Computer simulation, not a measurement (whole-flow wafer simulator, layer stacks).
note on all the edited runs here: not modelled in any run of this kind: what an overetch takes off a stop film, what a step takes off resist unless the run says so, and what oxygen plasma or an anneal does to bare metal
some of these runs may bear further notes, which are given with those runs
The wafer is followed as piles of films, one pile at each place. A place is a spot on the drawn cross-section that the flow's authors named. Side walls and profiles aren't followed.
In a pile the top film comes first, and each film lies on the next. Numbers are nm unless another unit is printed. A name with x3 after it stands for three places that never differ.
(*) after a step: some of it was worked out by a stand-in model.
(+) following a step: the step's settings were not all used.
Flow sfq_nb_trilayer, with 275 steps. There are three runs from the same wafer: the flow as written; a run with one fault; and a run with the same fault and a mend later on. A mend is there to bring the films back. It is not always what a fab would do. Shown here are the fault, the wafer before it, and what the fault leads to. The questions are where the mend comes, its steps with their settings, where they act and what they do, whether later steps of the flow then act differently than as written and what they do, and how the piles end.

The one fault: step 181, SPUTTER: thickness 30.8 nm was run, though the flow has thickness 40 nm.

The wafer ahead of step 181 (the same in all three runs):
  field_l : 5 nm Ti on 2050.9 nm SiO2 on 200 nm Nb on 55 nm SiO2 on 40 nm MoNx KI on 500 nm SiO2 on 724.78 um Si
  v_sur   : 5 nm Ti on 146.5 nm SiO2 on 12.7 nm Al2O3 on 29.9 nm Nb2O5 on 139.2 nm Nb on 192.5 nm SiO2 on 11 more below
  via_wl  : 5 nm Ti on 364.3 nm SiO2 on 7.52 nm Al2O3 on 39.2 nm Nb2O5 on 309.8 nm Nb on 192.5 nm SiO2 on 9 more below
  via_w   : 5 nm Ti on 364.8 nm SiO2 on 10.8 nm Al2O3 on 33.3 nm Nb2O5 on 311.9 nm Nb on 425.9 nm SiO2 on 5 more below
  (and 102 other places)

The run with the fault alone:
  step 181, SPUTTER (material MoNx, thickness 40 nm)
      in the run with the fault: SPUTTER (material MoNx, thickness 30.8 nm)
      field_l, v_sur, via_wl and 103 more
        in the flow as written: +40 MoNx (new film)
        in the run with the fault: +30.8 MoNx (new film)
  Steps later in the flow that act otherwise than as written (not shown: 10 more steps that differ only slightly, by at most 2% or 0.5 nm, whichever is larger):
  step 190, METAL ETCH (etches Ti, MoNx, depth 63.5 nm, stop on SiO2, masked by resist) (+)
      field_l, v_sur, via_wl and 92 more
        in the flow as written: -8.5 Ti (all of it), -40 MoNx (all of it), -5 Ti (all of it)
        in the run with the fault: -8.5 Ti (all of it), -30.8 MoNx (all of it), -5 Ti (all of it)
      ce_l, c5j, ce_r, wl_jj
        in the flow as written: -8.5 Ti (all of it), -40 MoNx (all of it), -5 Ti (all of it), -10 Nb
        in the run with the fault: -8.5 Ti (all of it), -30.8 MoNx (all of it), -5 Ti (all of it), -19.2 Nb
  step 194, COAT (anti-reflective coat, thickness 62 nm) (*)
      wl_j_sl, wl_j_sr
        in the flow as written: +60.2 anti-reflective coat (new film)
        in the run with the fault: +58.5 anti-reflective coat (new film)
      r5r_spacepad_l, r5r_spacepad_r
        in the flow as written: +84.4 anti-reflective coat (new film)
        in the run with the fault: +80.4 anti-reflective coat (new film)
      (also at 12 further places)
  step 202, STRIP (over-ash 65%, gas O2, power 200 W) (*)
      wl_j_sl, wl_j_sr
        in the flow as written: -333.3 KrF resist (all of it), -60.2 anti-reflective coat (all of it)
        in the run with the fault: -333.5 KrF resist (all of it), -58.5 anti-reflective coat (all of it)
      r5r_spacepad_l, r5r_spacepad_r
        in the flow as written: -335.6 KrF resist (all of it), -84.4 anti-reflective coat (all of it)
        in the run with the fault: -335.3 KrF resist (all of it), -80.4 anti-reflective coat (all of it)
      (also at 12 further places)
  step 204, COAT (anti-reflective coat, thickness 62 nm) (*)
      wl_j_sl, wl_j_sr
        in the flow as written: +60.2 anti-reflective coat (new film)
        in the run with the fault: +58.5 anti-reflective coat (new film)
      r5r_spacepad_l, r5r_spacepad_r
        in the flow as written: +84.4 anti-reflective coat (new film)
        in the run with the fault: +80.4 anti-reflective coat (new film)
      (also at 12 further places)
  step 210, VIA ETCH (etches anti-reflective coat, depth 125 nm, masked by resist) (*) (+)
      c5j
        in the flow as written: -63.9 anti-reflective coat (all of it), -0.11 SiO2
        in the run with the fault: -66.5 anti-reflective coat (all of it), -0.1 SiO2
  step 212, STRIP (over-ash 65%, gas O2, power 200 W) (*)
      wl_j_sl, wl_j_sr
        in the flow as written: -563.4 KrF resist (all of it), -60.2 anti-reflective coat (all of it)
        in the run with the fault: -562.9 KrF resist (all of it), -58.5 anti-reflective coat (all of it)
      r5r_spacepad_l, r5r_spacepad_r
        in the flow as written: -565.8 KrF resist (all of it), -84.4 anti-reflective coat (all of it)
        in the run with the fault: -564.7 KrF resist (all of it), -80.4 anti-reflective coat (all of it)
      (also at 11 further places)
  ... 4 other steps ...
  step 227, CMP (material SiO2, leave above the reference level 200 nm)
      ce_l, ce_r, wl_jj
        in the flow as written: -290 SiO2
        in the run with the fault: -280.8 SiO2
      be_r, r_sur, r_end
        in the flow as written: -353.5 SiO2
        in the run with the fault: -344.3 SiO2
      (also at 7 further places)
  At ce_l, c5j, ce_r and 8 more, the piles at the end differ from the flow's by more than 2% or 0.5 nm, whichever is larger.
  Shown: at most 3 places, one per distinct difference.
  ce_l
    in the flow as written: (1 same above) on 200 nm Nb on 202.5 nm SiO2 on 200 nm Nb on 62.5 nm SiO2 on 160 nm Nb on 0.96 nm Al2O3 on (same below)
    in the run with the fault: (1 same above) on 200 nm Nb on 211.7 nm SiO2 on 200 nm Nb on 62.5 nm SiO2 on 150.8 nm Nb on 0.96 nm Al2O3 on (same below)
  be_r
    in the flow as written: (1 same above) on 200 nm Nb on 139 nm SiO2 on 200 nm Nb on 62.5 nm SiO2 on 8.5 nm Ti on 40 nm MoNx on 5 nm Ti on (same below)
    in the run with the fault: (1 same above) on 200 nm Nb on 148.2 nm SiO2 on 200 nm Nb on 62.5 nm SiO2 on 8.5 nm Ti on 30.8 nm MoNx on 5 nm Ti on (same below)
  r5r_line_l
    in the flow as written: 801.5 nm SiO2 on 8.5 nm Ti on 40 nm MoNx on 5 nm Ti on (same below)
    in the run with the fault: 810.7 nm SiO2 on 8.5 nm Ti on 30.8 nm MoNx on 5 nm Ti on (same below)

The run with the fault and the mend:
  The mend follows step 181.
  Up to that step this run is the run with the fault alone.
  step 181a, SPUTTER (material MoNx, thickness 9.2 nm) (the flow's step 181, run once more with other settings)
      field_l, v_sur, via_wl and 103 more
        +9.2 MoNx
  Later steps of the flow that are run all act as written at every place that is followed.
  At every place that both follow, the piles at the end match the flow's.
